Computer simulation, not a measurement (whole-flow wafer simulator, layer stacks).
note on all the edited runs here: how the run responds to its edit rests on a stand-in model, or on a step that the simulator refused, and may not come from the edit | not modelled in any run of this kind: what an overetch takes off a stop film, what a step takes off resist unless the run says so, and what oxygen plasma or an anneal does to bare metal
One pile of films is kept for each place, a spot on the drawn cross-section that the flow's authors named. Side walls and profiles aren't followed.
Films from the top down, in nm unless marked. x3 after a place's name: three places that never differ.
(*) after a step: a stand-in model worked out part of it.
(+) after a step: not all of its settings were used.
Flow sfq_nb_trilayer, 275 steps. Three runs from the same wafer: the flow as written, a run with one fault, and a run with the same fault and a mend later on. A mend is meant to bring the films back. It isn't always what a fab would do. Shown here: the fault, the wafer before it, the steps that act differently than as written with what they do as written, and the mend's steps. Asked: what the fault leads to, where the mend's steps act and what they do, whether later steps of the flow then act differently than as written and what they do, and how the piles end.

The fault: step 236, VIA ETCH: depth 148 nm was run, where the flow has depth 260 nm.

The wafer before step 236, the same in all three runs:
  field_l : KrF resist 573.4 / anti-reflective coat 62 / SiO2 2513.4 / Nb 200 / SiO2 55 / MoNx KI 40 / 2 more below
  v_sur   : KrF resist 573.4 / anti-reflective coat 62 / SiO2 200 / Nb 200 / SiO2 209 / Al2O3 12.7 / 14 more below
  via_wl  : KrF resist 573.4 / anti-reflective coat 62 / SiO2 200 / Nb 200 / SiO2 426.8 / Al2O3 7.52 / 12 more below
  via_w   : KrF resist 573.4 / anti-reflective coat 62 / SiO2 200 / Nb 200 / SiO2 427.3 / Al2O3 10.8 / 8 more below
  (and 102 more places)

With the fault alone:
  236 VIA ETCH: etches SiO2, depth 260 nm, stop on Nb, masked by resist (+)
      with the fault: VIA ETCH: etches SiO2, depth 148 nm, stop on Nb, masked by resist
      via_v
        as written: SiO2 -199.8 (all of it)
        with the fault: SiO2 -148
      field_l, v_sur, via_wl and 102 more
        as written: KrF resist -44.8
        with the fault: KrF resist -25.5
  Later steps of the flow that act differently than as written (3 more steps differ only slightly, by at most 2% or 0.5 nm, whichever is larger, and aren't shown):
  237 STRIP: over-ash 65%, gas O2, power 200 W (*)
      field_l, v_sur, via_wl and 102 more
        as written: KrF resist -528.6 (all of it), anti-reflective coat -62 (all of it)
        with the fault: KrF resist -547.9 (all of it), anti-reflective coat -62 (all of it)
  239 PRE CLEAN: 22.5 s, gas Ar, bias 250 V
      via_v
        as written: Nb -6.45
        with the fault: SiO2 -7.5
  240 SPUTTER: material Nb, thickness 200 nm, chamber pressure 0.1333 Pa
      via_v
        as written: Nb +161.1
        with the fault: Nb +173.4 (new film)
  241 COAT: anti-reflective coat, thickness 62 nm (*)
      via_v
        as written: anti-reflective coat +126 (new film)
        with the fault: anti-reflective coat +113.4 (new film)
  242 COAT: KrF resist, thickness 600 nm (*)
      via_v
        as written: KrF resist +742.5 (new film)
        with the fault: KrF resist +700.3 (new film)
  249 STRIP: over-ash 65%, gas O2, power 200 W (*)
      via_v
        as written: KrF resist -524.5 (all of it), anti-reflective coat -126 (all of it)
        with the fault: KrF resist -482.4 (all of it), anti-reflective coat -113.4 (all of it)
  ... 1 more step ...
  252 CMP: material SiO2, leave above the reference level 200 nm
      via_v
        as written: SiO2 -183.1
        with the fault: SiO2 -157.1
  At the end the piles differ from the flow's by more than 2% or 0.5 nm, whichever is larger, at via_v.
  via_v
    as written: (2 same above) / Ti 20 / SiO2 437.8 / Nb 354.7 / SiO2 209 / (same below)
    with the fault: (2 same above) / Ti 20 / SiO2 374.7 / Nb 173.4 / SiO2 44.3 / Nb 200 / SiO2 209 / (same below)

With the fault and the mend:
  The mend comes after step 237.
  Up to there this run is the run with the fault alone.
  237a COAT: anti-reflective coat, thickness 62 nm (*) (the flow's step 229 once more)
      p4_fl x3, p4_w1 x9, p4_g1 x2 and 63 more
        anti-reflective coat +62 (new film)
      r_sur, res, r_end and 9 more
        anti-reflective coat +61.8 (new film)
      c5j, ce_r, sp_r, be_r
        anti-reflective coat +61.7 (new film)
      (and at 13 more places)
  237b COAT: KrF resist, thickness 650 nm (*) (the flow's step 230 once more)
      p4_fl x3, p4_w1 x9, p4_g1 x2 and 63 more
        KrF resist +650 (new film)
      ln_m5, lsp_m, ln_m6, lsp_r, l0_sur, l0v
        KrF resist +649.7 (new film)
      r_end, moat, field_r, lsp_l
        KrF resist +649.6 (new film)
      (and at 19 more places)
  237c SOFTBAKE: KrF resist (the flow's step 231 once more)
      changes no film at any place that is followed
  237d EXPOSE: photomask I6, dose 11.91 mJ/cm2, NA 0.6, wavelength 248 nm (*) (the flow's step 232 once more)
      changes no film at any place that is followed
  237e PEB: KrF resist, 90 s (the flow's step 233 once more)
      c5j, ce_r, sp_r and 90 more
        KrF resist -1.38
      field_l, v_sur, via_wl and 8 more
        KrF resist -1.37
      via_wr
        KrF resist -1.36
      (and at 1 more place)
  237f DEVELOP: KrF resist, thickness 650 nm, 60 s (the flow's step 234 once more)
      field_l, v_sur, via_wl and 102 more
        KrF resist -23.5
      via_v
        KrF resist -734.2 (all of it)
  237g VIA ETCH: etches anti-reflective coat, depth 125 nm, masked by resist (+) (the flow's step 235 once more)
      field_l, v_sur, via_wl and 102 more
        KrF resist -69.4
      via_v
        anti-reflective coat -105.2 (all of it), SiO2 -0.1
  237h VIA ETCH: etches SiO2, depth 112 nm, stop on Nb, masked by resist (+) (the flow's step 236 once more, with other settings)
      field_l, v_sur, via_wl and 102 more
        KrF resist -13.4
      via_v
        SiO2 -51.7 (all of it)
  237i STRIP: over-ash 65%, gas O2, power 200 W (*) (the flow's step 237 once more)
      p4_fl x3, p4_w1 x9, p4_g1 x2 and 63 more
        KrF resist -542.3 (all of it), anti-reflective coat -62 (all of it)
      moat, field_r, lsp_l, ln_m5, lsp_m, l0v
        KrF resist -541.9 (all of it), anti-reflective coat -61.8 (all of it)
      ln_m6, lsp_r, l0_sur
        KrF resist -542 (all of it), anti-reflective coat -61.8 (all of it)
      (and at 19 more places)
  No later step of the flow acts differently than as written at any place that is followed.
  At the end the piles are the same as the flow's at every place that both follow.
